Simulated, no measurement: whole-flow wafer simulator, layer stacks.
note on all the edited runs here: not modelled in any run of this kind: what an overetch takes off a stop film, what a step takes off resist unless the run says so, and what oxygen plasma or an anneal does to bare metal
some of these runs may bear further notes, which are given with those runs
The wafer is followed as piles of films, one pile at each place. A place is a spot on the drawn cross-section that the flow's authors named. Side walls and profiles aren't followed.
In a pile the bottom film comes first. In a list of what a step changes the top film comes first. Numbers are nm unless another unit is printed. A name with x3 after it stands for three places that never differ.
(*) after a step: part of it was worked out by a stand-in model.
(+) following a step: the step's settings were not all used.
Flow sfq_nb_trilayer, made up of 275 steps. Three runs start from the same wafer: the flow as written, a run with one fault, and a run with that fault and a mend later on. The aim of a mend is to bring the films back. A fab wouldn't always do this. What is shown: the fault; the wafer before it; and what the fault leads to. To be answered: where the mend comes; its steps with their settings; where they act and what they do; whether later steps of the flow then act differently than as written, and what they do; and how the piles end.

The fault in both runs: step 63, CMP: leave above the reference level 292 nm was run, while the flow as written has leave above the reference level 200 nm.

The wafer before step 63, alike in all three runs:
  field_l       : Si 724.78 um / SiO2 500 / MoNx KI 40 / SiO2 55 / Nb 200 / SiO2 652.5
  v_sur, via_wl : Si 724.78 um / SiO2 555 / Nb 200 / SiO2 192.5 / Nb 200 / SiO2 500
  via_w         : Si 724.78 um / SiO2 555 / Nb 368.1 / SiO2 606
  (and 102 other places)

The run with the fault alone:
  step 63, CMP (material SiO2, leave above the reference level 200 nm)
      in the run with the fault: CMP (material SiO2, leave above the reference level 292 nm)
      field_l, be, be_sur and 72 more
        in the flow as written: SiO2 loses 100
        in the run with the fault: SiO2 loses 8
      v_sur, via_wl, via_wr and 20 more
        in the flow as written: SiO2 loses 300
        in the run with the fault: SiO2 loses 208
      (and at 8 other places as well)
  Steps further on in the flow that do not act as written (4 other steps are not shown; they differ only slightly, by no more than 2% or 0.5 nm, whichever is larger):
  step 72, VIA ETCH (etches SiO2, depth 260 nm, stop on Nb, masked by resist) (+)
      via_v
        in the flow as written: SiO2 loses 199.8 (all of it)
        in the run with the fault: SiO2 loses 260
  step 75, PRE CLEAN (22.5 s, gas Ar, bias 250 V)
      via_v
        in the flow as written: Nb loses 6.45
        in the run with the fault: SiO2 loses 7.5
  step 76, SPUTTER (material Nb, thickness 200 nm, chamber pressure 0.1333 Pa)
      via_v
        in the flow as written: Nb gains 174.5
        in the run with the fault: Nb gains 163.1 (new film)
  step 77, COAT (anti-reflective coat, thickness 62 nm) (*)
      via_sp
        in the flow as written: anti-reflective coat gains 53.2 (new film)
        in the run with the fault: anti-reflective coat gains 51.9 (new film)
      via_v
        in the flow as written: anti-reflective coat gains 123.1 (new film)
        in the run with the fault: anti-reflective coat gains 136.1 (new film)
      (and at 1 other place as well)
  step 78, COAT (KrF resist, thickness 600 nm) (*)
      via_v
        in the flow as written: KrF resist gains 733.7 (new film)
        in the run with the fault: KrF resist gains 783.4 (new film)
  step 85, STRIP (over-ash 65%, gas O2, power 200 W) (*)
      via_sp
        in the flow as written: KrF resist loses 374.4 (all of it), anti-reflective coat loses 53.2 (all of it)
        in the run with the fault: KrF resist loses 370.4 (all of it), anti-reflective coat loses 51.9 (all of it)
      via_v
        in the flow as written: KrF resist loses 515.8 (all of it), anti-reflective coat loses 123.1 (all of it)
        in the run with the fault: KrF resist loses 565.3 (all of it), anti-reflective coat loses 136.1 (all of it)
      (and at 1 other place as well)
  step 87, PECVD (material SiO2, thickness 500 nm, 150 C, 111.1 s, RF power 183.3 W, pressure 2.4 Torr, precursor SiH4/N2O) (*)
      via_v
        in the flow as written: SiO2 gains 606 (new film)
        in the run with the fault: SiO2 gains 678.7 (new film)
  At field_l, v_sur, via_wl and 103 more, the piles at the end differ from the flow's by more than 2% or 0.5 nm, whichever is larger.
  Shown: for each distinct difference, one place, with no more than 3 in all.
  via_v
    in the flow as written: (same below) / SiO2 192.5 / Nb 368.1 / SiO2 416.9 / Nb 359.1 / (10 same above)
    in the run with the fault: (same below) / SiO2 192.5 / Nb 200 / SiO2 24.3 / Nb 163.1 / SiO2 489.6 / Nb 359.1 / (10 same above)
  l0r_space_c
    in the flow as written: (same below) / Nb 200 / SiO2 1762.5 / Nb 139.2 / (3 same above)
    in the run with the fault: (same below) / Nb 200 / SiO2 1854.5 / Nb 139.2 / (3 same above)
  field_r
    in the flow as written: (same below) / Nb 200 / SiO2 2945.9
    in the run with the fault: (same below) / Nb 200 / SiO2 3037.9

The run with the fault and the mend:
  After step 64 comes the mend.
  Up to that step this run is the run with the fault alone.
  step 64a, CMP (material SiO2, leave above the reference level 200 nm) (the flow's step 63, run once more)
      field_l, v_sur, via_wl and 103 more
        SiO2 loses 92
  None of the later steps of the flow acts differently than as written at any place that is followed.
  By the end, the piles equal the flow's at every place that both follow.
